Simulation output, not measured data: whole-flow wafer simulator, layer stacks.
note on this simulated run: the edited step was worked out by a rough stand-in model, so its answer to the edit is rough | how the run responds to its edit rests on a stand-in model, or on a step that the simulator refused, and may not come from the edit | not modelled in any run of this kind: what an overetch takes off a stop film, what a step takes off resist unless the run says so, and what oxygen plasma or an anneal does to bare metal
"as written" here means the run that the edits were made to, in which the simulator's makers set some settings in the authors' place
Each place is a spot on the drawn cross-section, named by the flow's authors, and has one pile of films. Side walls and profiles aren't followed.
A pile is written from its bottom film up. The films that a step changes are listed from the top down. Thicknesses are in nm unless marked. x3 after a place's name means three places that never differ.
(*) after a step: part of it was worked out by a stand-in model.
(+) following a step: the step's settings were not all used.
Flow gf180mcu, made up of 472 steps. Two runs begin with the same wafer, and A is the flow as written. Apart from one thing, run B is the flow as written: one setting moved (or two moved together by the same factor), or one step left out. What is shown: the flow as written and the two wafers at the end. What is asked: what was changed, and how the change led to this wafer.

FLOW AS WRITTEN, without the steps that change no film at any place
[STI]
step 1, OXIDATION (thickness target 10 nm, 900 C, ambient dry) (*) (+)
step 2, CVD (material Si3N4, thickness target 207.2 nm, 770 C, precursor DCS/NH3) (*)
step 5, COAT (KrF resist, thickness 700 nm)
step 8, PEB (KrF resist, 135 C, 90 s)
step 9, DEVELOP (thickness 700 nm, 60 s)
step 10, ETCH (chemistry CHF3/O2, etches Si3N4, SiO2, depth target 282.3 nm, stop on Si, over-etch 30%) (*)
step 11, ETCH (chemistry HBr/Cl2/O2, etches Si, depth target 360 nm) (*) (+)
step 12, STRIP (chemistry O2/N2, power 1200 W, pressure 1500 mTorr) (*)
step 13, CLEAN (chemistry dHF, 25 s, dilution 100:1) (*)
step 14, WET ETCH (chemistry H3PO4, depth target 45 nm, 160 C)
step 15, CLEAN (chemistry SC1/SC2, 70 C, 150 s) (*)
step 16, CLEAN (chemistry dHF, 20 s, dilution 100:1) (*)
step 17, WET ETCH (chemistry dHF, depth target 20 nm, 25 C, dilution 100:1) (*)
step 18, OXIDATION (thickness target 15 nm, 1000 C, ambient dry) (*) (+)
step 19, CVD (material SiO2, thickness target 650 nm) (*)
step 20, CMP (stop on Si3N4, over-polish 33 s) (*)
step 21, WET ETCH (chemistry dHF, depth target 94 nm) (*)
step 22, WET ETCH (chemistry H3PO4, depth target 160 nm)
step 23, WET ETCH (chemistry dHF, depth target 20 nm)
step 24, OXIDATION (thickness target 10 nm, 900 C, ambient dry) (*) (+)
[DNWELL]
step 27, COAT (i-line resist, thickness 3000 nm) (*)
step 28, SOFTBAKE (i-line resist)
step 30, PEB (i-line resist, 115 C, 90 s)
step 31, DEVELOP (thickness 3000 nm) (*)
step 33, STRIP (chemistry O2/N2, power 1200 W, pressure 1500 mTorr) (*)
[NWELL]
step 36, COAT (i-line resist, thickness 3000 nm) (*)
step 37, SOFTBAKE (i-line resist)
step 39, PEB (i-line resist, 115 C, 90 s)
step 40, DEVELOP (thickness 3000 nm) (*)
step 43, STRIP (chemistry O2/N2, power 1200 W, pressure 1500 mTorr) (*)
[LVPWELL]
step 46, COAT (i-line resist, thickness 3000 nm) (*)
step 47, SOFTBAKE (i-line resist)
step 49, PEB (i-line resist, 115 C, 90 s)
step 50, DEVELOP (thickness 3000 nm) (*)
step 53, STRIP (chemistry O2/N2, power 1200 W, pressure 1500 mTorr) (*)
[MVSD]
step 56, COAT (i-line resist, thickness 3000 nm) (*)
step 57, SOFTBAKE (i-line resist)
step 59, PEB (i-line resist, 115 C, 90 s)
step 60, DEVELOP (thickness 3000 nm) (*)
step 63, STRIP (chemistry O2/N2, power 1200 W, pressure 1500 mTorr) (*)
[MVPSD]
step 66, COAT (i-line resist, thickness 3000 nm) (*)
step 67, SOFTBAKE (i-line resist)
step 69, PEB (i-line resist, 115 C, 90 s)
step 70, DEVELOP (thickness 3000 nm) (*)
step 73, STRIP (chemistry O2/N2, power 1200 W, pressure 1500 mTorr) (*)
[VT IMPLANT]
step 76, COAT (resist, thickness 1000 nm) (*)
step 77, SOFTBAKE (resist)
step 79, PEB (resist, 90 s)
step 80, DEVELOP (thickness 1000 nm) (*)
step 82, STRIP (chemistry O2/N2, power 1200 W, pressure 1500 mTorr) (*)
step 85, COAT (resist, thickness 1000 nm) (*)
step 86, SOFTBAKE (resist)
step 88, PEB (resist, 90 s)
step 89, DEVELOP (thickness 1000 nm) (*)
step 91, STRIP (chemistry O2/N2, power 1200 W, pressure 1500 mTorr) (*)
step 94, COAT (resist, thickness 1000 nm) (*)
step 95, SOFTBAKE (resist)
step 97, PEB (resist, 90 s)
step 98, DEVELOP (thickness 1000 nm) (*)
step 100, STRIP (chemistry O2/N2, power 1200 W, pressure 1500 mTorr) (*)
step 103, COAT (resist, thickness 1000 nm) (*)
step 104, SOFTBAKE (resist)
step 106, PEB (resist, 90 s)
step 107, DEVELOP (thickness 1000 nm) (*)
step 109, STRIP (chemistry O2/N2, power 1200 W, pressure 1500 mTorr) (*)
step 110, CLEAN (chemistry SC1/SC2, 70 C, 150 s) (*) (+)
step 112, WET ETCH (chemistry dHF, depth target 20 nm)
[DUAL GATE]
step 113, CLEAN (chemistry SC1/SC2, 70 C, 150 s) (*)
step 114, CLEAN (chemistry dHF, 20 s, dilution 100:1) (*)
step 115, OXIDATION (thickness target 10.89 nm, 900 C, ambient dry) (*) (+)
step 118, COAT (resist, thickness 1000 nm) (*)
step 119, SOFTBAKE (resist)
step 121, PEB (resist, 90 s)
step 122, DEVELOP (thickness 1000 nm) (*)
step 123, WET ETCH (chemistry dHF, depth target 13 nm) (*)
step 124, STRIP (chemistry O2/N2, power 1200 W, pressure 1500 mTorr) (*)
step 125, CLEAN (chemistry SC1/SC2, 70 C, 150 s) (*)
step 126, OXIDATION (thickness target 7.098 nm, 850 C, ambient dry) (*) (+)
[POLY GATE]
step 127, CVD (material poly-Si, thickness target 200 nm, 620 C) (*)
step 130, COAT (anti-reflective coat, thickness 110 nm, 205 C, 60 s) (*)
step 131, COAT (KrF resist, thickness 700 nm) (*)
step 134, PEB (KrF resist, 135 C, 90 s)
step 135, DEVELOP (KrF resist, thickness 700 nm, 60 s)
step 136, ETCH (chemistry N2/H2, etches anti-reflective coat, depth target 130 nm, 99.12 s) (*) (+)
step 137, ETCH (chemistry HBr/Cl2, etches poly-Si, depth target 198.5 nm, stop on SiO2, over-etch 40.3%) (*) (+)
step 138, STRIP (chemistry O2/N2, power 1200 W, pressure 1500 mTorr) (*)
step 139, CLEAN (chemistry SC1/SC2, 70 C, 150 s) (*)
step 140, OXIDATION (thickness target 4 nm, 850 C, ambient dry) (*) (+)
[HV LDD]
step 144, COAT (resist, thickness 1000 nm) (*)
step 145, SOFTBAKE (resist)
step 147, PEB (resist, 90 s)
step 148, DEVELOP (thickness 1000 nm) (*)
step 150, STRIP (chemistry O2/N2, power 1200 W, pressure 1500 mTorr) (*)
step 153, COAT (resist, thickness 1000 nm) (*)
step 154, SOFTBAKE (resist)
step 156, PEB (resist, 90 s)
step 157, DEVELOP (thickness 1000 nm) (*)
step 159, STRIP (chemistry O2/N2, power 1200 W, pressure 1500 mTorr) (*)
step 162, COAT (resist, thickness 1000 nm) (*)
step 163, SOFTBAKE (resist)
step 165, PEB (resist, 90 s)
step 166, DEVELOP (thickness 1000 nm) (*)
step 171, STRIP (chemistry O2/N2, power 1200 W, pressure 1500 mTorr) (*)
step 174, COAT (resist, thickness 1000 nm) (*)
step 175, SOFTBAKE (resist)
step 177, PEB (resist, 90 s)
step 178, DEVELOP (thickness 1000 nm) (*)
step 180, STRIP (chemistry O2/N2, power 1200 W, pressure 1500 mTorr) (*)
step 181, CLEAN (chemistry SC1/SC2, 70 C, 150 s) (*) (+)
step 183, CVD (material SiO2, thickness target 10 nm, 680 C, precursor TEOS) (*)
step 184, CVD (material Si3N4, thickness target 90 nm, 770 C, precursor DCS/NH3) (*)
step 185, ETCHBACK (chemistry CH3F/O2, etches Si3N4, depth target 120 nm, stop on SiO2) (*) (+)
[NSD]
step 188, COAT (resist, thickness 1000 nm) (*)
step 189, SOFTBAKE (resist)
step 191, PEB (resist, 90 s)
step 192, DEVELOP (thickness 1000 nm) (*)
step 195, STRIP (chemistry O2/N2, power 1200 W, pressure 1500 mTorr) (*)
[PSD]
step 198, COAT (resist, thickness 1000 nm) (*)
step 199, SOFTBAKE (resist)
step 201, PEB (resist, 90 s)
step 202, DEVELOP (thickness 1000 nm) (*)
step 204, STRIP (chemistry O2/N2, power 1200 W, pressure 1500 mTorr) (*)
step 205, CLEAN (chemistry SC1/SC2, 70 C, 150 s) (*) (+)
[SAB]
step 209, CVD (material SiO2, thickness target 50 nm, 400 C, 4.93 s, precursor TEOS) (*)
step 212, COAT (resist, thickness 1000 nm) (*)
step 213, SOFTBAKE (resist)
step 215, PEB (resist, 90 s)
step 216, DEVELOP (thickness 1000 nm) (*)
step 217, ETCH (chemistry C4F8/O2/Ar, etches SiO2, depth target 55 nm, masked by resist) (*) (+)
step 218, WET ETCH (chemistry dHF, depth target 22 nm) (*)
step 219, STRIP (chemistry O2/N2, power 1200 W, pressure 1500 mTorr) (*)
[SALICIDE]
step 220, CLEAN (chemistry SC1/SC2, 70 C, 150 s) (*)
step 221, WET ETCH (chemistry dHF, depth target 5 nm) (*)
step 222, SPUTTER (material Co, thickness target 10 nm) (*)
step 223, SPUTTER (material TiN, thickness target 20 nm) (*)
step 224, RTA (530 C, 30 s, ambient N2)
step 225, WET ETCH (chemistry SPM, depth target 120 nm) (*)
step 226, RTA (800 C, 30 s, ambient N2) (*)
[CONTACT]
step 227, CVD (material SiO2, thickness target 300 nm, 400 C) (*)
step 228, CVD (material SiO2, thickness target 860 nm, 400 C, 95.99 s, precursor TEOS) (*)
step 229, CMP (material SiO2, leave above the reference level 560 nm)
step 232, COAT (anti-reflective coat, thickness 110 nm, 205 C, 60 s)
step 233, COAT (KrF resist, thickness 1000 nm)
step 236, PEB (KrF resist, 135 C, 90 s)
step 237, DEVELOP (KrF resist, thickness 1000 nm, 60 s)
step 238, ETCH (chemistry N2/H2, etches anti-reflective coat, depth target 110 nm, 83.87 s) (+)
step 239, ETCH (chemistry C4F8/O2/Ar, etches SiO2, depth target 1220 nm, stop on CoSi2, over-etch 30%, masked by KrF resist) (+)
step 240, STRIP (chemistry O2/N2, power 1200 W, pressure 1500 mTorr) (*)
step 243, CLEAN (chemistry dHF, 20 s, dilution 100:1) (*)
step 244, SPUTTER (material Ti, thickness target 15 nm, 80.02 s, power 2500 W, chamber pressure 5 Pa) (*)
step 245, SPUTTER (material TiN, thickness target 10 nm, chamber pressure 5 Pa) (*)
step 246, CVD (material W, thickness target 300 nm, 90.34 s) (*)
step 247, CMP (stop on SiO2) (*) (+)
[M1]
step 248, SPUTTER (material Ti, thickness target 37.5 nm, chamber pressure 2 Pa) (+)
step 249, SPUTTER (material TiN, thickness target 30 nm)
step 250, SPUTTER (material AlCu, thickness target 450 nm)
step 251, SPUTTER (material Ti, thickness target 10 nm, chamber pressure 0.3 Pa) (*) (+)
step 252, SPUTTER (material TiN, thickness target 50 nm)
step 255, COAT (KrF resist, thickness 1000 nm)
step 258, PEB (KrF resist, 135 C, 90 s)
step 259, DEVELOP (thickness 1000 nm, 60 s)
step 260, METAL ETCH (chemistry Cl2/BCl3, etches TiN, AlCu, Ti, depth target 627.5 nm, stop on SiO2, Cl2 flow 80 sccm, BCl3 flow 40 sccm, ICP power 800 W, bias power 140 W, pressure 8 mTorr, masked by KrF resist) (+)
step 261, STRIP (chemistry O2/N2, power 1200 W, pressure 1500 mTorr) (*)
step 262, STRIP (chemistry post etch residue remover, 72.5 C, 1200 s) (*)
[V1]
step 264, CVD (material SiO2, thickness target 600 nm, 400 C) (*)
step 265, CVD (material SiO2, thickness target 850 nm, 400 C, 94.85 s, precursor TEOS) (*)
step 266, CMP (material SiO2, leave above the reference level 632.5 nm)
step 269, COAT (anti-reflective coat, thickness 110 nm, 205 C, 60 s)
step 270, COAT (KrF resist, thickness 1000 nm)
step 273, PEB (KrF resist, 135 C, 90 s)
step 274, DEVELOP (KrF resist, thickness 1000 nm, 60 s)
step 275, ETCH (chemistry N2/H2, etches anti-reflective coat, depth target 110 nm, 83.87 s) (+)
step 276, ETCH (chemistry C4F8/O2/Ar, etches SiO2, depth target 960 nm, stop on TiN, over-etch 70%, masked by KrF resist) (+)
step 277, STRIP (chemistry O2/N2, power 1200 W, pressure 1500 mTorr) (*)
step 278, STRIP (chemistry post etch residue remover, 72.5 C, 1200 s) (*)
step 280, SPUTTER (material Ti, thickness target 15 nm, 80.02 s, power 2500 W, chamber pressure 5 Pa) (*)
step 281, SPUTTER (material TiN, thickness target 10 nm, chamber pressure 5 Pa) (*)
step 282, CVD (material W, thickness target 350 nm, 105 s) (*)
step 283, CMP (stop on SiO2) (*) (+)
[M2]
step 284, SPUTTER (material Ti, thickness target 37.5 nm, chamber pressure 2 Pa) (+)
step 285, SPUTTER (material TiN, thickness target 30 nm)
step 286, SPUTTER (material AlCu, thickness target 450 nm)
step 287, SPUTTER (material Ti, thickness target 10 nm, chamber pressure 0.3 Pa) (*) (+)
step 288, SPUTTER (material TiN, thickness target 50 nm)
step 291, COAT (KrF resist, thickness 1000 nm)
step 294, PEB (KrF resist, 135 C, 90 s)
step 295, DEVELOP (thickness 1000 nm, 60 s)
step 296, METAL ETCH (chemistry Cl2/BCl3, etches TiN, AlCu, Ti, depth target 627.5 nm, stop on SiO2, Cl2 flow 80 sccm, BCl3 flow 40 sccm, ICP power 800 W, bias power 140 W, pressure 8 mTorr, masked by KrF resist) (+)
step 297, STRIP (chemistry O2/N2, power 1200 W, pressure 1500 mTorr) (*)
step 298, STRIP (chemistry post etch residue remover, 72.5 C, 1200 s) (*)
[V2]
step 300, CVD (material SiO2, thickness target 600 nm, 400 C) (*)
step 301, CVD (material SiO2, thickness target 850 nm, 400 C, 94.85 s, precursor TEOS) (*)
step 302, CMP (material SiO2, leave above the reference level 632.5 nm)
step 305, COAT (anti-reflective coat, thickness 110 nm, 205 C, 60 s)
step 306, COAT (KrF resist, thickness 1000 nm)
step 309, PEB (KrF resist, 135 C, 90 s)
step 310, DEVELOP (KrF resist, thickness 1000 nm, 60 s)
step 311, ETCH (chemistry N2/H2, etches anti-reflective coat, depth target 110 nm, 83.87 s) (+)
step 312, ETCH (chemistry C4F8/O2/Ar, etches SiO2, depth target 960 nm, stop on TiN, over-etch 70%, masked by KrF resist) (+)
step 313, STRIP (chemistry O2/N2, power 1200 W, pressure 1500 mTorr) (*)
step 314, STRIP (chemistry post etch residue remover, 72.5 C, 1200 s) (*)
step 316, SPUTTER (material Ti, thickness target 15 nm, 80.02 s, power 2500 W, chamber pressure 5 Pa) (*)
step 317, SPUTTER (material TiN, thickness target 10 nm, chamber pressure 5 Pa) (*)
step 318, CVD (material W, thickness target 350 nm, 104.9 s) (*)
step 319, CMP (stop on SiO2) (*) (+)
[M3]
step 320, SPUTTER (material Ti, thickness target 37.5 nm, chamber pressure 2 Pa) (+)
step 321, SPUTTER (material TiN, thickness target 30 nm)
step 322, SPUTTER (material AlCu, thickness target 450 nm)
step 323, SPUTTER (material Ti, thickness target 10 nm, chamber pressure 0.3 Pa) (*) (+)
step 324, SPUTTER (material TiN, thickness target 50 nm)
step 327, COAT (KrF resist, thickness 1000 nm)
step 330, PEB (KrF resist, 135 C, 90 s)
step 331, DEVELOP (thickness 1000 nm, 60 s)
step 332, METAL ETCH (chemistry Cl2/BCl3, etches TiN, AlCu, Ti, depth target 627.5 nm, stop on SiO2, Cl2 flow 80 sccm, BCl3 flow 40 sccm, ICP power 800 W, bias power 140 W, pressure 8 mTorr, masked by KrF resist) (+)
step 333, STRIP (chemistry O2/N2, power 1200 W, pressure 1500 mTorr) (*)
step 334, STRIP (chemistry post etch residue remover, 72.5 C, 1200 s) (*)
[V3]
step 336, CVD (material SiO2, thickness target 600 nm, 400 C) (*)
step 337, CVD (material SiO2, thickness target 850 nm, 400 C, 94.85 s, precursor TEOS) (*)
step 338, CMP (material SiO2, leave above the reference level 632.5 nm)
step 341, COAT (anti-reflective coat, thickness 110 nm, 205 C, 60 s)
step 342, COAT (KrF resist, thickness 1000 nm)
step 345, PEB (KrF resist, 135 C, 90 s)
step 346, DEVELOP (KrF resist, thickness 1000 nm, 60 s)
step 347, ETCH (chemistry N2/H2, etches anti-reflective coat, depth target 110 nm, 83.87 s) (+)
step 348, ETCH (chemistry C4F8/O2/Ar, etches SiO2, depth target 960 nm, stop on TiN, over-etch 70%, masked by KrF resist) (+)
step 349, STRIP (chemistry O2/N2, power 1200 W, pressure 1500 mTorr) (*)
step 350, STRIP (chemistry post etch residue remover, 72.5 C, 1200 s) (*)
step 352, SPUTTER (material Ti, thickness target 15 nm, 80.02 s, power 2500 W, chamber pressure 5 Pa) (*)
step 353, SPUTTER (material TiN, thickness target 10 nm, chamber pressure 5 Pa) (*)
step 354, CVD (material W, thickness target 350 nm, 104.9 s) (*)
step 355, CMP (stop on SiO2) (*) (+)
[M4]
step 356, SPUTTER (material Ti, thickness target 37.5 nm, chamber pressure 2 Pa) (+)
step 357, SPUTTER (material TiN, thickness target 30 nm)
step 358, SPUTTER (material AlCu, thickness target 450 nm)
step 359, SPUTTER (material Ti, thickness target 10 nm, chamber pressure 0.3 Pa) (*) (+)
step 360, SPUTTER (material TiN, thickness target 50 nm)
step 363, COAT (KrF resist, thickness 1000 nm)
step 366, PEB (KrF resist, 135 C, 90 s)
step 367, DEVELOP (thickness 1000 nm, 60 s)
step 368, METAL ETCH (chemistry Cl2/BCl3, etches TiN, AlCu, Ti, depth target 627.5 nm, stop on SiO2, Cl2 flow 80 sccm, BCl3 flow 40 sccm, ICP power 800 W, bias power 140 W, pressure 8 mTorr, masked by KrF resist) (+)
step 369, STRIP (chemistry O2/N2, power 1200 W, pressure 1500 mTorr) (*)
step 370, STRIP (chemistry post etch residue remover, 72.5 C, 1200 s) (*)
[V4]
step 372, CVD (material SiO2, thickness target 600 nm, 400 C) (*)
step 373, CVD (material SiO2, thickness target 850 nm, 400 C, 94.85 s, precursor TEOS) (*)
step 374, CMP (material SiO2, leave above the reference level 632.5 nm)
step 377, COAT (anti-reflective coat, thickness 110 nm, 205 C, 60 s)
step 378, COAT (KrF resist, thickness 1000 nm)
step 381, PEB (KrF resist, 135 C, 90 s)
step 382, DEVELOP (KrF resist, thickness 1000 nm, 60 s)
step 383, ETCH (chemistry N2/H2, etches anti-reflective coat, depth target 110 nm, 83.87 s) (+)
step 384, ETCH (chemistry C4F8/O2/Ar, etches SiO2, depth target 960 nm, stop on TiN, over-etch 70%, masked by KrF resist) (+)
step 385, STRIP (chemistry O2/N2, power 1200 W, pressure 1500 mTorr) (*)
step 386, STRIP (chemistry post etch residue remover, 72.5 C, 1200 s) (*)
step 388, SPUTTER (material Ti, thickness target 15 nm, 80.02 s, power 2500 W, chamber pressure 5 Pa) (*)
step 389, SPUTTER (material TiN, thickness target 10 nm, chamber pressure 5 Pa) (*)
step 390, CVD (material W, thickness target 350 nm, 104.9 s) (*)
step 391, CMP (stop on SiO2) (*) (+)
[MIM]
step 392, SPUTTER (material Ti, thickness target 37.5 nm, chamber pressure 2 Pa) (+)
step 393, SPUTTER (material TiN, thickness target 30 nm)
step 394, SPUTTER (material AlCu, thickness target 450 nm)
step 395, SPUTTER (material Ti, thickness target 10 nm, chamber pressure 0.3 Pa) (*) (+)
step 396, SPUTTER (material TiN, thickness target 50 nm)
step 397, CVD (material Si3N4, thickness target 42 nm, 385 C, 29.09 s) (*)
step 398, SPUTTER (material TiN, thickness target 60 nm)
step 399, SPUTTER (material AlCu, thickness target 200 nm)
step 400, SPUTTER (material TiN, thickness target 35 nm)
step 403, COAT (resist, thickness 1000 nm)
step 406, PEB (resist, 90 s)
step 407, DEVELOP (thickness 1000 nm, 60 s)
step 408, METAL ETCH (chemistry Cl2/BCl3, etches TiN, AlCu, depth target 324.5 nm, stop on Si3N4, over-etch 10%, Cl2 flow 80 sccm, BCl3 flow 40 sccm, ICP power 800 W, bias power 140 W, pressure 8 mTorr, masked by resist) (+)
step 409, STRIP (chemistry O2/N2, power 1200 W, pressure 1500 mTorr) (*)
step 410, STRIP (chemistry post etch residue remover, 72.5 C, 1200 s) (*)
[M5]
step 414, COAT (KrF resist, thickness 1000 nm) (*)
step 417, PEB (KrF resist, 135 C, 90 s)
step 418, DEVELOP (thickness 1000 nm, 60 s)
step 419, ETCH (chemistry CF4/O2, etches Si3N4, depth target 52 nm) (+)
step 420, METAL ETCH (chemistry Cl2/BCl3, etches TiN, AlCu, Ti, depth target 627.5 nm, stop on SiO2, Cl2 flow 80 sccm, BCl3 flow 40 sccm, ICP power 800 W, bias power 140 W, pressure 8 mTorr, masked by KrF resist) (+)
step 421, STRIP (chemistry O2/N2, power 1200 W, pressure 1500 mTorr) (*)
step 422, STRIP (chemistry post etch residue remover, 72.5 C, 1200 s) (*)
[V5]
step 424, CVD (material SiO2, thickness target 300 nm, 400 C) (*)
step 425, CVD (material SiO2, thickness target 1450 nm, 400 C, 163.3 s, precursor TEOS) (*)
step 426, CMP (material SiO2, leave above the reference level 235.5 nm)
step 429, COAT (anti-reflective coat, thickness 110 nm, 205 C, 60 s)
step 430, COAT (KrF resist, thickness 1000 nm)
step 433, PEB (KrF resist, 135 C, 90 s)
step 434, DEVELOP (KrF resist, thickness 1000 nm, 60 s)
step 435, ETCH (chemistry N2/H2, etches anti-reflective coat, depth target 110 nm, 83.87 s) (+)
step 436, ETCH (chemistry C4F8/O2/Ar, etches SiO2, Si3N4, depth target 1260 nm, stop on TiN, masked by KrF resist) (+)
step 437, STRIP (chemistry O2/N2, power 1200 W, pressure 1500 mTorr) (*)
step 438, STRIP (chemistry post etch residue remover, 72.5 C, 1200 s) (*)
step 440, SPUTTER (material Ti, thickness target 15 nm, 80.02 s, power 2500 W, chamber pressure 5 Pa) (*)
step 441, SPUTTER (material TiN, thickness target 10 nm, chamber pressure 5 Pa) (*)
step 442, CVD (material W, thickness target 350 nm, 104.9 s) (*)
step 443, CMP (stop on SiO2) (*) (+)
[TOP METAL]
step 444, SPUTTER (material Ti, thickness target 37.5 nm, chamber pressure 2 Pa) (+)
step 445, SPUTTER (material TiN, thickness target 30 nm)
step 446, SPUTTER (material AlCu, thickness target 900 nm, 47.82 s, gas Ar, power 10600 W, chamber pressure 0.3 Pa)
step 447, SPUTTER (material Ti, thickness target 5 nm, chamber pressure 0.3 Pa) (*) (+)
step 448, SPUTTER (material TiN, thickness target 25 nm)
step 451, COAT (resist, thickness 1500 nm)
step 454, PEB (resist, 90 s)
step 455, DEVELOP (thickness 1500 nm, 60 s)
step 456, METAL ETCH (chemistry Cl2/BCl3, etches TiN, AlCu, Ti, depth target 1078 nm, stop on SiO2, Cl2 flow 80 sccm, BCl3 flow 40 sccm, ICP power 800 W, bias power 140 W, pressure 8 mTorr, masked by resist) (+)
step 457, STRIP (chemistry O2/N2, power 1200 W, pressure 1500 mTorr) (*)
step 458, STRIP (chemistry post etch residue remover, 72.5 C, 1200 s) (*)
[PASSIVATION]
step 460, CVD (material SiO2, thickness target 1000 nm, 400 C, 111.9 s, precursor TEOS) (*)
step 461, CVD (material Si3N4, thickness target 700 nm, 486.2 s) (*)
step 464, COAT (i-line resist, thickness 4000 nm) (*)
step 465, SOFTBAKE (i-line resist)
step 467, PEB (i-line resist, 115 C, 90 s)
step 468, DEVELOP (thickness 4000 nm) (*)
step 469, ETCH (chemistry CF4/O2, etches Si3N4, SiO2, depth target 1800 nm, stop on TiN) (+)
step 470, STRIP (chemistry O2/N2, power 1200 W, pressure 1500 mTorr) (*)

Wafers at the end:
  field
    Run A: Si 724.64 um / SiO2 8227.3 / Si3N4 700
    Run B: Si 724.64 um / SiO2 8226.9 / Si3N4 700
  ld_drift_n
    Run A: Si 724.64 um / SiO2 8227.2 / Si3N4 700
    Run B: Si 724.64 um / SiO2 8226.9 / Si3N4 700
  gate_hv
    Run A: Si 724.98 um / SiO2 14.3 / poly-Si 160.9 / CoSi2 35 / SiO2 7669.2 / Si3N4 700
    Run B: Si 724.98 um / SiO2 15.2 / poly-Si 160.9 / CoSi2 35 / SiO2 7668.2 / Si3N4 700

Cause: step 126, OXIDATION: thickness target 8.163 nm was run, whereas the flow has thickness target 7.098 nm.

The path from the change to this, step by step:
  step 126, OXIDATION (thickness target 7.098 nm, 850 C, ambient dry) (*) (+)
      gate_hv, active_hv, active_nat and 25 more: A SiO2 gains 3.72, Si loses 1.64 | B SiO2 gains 4.63, Si loses 2.04
      active, n_well, p_well and 12 more: A SiO2 gains 7.1 (new film), chemical SiO2 loses 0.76 (all of it), Si loses 2.79 | B SiO2 gains 8.16 (new film), chemical SiO2 loses 0.76 (all of it), Si loses 3.26
  step 189, SOFTBAKE (resist)
      nw_enc_fld_lv__w3: A resist gains 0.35 | B resist loses 0.5
  step 199, SOFTBAKE (resist)
      nw_enc_fld_lv__w3: A resist gains 0.35 | B resist loses 0.5
  step 218, WET ETCH (chemistry dHF, depth target 22 nm) (*)
      active, p_well, sd_n, iso_ptap_pw, iso_ntap_nw, iso_ptap_sub, vpnp_e: A SiO2 loses 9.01 (all of it) | B SiO2 loses 10 (all of it)
      ldn_tap, ldn_src, ldn_drn, ldp_tap, ldp_src, ldp_drn, ldp_gr: A SiO2 loses 16 (all of it) | B SiO2 loses 16.8 (all of it)
      (and at 9 other places as well)
